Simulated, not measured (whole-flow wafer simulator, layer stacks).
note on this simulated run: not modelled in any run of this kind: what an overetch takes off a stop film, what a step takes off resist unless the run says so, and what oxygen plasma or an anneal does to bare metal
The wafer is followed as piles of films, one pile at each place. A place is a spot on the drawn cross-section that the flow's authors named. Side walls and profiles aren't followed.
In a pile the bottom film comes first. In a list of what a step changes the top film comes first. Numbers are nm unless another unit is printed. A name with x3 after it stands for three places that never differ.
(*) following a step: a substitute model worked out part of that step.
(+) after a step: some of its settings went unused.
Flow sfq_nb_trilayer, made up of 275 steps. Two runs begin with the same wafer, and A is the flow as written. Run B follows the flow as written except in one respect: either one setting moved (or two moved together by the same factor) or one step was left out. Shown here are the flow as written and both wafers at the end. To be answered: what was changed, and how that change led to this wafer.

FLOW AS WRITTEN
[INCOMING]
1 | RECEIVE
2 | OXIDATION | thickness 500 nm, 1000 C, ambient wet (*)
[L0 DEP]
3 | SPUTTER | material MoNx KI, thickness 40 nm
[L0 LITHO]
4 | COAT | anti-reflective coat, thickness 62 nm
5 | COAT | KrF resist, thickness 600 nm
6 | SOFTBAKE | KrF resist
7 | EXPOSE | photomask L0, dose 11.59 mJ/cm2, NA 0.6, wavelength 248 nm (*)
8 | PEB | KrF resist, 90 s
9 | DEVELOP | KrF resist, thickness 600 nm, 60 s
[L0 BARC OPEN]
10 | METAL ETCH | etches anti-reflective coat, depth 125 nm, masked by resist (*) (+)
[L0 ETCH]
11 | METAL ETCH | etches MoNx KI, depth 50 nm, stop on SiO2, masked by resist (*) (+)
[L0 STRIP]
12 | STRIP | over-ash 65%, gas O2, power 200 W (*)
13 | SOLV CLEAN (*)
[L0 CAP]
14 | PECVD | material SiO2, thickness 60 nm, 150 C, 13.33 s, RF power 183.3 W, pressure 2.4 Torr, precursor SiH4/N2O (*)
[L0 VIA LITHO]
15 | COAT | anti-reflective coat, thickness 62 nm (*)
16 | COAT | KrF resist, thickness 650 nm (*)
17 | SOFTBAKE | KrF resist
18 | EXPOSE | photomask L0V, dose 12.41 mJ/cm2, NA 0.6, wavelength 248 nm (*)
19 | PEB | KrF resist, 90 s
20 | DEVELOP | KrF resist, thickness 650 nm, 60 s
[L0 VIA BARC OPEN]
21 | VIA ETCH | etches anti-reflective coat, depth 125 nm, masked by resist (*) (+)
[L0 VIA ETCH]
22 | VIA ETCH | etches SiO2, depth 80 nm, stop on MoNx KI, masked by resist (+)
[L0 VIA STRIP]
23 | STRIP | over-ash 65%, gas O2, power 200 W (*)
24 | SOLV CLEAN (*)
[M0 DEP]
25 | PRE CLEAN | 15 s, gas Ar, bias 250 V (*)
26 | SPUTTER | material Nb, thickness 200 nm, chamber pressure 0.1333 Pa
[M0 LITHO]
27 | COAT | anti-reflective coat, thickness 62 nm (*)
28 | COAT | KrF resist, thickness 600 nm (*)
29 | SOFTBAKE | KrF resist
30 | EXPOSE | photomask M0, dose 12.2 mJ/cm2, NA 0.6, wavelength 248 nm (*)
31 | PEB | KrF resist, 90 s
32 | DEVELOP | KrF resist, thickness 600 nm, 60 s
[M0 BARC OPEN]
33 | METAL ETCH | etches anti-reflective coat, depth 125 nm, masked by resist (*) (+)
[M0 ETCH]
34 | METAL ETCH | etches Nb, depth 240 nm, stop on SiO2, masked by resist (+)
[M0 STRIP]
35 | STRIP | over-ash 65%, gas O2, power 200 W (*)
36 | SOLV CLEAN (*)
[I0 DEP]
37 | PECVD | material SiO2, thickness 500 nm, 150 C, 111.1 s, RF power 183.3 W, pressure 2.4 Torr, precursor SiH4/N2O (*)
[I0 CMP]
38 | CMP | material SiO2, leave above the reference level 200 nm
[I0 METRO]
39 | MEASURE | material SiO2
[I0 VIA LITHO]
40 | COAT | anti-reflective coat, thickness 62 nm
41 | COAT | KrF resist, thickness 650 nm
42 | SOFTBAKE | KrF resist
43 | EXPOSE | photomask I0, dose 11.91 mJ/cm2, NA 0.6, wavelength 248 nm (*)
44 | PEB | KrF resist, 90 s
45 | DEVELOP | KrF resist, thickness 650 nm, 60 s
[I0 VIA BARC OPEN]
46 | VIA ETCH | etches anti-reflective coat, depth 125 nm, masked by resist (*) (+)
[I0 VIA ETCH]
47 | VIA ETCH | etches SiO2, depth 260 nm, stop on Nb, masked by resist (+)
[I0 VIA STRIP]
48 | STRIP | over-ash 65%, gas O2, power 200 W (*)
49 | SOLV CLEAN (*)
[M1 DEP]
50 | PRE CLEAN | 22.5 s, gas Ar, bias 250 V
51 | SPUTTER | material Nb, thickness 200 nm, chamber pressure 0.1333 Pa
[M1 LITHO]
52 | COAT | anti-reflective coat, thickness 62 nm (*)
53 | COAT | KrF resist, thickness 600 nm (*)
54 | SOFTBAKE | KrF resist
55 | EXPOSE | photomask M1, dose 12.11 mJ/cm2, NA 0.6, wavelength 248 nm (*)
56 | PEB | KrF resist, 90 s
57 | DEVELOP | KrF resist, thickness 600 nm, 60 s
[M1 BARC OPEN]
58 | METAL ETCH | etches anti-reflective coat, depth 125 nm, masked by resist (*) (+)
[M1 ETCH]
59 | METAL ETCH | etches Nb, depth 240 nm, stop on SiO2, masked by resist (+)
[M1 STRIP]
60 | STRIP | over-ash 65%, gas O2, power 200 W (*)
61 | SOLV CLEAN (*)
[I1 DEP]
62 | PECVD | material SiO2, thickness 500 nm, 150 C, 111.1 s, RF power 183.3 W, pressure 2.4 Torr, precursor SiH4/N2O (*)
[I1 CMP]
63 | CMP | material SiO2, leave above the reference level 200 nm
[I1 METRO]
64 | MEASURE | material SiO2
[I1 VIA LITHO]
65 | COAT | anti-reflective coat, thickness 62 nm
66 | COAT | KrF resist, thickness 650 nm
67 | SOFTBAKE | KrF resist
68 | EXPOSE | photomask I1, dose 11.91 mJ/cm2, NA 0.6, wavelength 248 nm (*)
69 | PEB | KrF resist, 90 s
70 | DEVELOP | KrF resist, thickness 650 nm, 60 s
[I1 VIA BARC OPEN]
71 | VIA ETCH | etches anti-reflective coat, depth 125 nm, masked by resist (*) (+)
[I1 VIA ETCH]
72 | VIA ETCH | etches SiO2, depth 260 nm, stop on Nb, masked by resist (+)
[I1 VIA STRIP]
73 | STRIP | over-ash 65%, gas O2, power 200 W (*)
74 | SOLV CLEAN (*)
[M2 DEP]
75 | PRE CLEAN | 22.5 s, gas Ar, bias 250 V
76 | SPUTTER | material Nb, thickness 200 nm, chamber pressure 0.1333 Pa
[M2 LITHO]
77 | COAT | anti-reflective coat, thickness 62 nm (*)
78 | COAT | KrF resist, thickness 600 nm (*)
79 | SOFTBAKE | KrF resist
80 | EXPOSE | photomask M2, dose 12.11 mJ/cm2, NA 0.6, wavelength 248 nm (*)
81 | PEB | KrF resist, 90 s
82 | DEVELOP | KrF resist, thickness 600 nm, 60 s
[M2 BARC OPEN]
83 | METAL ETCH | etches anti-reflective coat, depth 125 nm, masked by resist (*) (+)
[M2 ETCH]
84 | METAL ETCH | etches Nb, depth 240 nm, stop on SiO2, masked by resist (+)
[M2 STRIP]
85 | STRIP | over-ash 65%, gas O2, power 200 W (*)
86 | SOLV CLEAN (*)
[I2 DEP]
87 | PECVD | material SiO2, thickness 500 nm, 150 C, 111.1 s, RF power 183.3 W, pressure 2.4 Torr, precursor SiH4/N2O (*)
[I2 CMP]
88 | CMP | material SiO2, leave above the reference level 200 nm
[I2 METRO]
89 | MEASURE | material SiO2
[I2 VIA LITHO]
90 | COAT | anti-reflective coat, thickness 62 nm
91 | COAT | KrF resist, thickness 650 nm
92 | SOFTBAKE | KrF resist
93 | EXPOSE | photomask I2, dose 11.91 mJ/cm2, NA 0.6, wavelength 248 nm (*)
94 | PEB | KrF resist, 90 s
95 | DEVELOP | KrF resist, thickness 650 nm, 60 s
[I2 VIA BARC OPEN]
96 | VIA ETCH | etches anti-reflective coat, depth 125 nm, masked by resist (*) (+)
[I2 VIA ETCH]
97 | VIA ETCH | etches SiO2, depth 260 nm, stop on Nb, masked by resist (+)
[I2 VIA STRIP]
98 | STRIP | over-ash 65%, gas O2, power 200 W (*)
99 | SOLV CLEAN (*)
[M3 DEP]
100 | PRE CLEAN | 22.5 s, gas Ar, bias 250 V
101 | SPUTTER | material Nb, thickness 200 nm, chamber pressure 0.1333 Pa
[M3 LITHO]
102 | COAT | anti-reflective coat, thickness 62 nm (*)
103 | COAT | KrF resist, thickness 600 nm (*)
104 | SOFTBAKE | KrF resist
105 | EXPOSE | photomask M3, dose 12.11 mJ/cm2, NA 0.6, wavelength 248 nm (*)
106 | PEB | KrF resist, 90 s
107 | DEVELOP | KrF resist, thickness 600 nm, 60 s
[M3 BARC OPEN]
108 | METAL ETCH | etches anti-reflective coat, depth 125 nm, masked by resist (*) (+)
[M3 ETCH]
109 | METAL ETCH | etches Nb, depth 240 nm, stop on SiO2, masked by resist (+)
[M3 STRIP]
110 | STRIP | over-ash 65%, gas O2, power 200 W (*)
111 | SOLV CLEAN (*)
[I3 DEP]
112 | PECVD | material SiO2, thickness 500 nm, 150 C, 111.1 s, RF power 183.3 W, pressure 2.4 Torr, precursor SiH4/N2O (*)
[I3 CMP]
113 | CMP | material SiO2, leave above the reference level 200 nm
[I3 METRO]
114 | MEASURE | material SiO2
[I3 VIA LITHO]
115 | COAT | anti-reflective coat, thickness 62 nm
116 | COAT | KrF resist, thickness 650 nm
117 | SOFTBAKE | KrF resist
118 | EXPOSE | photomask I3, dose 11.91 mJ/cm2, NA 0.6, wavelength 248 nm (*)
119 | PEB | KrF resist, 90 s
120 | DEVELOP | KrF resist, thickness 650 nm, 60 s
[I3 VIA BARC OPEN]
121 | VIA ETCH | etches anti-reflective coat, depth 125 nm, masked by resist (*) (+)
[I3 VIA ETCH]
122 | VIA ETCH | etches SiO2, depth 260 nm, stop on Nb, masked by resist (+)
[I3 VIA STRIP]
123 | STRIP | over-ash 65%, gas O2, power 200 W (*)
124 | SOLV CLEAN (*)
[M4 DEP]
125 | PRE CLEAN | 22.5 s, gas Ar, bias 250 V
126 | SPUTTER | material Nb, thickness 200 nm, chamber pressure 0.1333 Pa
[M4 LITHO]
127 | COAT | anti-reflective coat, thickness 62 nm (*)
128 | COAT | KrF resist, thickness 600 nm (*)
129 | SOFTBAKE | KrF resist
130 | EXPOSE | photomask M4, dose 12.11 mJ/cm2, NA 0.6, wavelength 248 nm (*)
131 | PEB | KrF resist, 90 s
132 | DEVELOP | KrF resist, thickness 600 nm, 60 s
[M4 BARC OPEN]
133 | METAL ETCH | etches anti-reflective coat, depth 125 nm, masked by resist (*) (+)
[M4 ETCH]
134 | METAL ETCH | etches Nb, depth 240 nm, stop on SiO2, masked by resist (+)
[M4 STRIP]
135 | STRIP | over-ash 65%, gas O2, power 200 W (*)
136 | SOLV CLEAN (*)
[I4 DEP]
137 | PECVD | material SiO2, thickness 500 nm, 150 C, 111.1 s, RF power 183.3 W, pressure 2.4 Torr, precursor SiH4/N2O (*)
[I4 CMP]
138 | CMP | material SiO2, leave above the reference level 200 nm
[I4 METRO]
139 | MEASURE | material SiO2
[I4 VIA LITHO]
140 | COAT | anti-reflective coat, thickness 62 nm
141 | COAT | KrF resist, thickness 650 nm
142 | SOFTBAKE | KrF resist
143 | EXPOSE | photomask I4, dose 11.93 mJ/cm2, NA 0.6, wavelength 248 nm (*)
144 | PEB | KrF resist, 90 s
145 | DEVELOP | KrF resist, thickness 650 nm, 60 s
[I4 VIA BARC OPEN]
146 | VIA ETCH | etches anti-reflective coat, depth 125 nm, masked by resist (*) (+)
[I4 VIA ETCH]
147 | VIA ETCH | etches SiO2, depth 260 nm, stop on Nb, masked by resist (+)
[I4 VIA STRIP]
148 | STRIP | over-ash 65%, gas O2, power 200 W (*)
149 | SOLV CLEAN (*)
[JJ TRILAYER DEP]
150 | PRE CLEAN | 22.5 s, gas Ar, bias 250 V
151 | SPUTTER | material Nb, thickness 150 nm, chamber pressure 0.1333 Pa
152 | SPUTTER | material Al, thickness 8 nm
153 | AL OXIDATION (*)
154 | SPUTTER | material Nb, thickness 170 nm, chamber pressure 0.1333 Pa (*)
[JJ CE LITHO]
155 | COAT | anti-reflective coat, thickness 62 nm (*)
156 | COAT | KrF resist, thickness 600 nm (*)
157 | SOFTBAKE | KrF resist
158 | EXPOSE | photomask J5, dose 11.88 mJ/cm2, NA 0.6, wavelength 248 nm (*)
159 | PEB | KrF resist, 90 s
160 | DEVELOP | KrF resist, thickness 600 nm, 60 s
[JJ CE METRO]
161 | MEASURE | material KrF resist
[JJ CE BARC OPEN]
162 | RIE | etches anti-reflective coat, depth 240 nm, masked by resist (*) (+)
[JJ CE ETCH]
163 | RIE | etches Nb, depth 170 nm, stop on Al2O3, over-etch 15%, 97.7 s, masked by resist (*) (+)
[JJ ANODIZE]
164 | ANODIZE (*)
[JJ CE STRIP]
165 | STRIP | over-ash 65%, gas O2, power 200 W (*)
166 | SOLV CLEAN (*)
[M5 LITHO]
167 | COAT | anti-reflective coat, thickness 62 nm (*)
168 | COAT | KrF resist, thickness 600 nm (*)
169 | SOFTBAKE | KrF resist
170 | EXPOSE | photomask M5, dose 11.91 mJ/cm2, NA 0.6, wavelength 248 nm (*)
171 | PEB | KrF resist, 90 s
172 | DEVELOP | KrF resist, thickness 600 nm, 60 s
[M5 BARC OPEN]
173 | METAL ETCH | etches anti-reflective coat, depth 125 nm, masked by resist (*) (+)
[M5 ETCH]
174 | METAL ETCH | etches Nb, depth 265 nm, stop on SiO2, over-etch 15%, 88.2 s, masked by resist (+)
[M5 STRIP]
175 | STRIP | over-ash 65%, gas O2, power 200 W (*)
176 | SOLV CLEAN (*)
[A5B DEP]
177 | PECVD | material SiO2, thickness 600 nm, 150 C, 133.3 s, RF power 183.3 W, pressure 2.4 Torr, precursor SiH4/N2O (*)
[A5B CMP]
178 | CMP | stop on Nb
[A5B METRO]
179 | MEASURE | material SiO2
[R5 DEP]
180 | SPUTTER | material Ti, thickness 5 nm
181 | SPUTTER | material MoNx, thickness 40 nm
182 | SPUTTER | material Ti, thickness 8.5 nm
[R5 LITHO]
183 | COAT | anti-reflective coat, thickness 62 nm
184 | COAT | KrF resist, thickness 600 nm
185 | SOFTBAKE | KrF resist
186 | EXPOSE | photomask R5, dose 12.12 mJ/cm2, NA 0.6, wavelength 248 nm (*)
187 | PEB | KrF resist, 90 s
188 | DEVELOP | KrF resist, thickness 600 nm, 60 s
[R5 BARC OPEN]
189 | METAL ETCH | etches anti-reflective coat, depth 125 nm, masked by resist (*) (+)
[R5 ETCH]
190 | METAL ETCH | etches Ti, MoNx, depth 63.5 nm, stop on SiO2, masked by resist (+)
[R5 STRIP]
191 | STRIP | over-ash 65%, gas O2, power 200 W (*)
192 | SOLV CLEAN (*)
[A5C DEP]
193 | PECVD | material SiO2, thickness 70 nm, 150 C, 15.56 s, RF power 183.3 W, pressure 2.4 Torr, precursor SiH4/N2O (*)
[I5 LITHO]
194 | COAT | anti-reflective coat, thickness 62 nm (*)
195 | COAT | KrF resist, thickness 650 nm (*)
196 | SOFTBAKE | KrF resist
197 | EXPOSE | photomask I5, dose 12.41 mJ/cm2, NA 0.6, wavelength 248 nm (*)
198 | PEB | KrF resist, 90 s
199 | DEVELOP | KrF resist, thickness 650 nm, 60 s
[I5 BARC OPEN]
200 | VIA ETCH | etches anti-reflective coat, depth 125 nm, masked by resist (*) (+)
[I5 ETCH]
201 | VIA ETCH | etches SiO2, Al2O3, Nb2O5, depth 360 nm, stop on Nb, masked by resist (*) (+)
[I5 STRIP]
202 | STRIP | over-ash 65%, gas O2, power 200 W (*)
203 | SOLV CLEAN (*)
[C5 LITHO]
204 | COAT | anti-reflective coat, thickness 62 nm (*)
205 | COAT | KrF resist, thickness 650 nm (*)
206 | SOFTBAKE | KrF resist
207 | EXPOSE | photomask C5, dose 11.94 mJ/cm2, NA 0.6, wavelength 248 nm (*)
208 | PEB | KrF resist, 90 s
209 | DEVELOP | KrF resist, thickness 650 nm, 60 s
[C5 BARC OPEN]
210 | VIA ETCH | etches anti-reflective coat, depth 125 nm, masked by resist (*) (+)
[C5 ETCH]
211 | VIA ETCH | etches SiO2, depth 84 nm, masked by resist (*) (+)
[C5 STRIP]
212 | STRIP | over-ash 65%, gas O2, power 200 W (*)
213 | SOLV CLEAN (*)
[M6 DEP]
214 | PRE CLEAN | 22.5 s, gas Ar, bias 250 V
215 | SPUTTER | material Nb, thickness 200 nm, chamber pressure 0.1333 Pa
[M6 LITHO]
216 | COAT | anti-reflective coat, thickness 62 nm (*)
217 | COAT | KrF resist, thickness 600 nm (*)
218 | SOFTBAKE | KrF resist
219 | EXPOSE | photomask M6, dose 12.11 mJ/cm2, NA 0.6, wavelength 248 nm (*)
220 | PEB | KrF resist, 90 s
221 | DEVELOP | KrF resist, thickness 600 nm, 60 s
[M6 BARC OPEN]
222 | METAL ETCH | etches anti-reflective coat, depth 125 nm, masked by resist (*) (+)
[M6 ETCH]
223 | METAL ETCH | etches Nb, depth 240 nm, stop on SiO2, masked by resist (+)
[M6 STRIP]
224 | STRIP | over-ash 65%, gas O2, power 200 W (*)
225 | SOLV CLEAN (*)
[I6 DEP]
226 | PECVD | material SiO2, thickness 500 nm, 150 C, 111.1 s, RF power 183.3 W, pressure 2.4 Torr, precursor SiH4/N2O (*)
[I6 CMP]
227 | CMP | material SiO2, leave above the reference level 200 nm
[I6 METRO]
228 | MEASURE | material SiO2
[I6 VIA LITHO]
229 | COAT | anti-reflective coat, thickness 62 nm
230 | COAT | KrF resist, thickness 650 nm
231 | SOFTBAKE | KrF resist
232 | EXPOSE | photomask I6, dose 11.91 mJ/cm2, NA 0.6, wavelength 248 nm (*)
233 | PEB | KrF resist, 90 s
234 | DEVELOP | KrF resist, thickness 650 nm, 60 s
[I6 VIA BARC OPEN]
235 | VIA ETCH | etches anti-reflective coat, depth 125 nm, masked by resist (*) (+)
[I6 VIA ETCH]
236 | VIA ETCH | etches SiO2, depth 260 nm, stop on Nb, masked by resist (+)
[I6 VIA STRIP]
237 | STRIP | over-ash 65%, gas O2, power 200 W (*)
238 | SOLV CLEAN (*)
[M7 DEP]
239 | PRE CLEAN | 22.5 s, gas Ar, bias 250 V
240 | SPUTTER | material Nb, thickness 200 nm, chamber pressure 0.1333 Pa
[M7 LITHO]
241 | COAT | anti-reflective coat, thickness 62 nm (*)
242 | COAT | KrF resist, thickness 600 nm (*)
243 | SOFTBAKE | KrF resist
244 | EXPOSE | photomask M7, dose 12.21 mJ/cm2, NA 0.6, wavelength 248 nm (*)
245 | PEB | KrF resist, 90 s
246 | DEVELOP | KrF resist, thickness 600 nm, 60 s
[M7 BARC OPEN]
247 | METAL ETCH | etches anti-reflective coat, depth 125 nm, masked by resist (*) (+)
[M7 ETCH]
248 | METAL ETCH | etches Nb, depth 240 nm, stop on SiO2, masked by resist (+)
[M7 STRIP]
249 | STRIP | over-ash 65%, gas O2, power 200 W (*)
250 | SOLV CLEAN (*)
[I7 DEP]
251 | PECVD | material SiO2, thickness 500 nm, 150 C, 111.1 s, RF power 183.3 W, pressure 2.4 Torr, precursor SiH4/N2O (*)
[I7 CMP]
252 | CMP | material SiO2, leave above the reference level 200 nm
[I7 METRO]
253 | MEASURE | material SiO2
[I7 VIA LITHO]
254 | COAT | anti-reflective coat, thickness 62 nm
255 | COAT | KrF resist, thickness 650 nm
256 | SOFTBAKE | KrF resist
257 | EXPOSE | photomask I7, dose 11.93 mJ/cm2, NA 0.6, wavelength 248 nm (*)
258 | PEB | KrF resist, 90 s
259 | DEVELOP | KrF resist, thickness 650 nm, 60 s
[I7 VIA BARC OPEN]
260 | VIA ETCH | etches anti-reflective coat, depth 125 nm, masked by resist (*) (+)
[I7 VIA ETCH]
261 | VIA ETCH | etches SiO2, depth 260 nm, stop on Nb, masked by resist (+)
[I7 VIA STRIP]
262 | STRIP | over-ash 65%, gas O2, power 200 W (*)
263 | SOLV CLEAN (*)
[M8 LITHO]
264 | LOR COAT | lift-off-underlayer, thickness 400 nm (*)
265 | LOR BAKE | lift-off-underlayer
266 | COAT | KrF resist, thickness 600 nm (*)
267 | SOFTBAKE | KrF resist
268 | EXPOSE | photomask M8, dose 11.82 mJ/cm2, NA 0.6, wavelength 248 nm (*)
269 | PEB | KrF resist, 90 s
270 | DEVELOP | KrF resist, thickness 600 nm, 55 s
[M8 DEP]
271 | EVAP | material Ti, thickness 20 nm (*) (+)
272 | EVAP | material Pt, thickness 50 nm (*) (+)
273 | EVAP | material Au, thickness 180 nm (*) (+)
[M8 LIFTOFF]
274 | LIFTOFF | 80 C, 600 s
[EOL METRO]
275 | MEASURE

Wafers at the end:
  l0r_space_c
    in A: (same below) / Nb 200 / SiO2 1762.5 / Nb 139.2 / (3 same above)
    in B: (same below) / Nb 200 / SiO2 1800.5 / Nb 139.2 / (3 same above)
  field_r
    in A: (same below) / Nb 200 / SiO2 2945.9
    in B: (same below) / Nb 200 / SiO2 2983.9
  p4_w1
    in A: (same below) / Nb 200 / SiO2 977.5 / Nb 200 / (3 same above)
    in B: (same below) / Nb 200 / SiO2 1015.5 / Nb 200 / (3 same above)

The reason: step 88, CMP: leave above the reference level 238 nm was run, while the flow as written has leave above the reference level 200 nm.

Step by step, how the change led to this:
  88 | CMP | material SiO2, leave above the reference level 200 nm
      field_l, be, be_sur and 81 more: A SiO2 loses 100 | B SiO2 loses 62
      v_sur, via_wl, via_w and 18 more: A SiO2 loses 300 | B SiO2 loses 262
      (as well as at 1 more place)
  97 | VIA ETCH | etches SiO2, depth 260 nm, stop on Nb, masked by resist (+)
      via_w: A SiO2 loses 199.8 (all of it) | B SiO2 loses 237.8 (all of it)
  101 | SPUTTER | material Nb, thickness 200 nm, chamber pressure 0.1333 Pa
      via_w: A Nb gains 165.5 | B Nb gains 157.4
  102 | COAT | anti-reflective coat, thickness 62 nm (*)
      via_wl: A anti-reflective coat gains 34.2 (new film) | B anti-reflective coat gains 32.7 (new film)
      via_w: A anti-reflective coat gains 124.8 (new film) | B anti-reflective coat gains 133 (new film)
  103 | COAT | KrF resist, thickness 600 nm (*)
      via_w: A KrF resist gains 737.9 (new film) | B KrF resist gains 769.5 (new film)
  110 | STRIP | over-ash 65%, gas O2, power 200 W (*)
      via_wl: A KrF resist loses 384.2 (all of it), anti-reflective coat loses 34.2 (all of it) | B KrF resist loses 380.7 (all of it), anti-reflective coat loses 32.7 (all of it)
      via_w: A KrF resist loses 520 (all of it), anti-reflective coat loses 124.8 (all of it) | B KrF resist loses 551.4 (all of it), anti-reflective coat loses 133 (all of it)
  112 | PECVD | material SiO2, thickness 500 nm, 150 C, 111.1 s, RF power 183.3 W, pressure 2.4 Torr, precursor SiH4/N2O (*)
      via_w: A SiO2 gains 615 (new film) | B SiO2 gains 661.1 (new film)
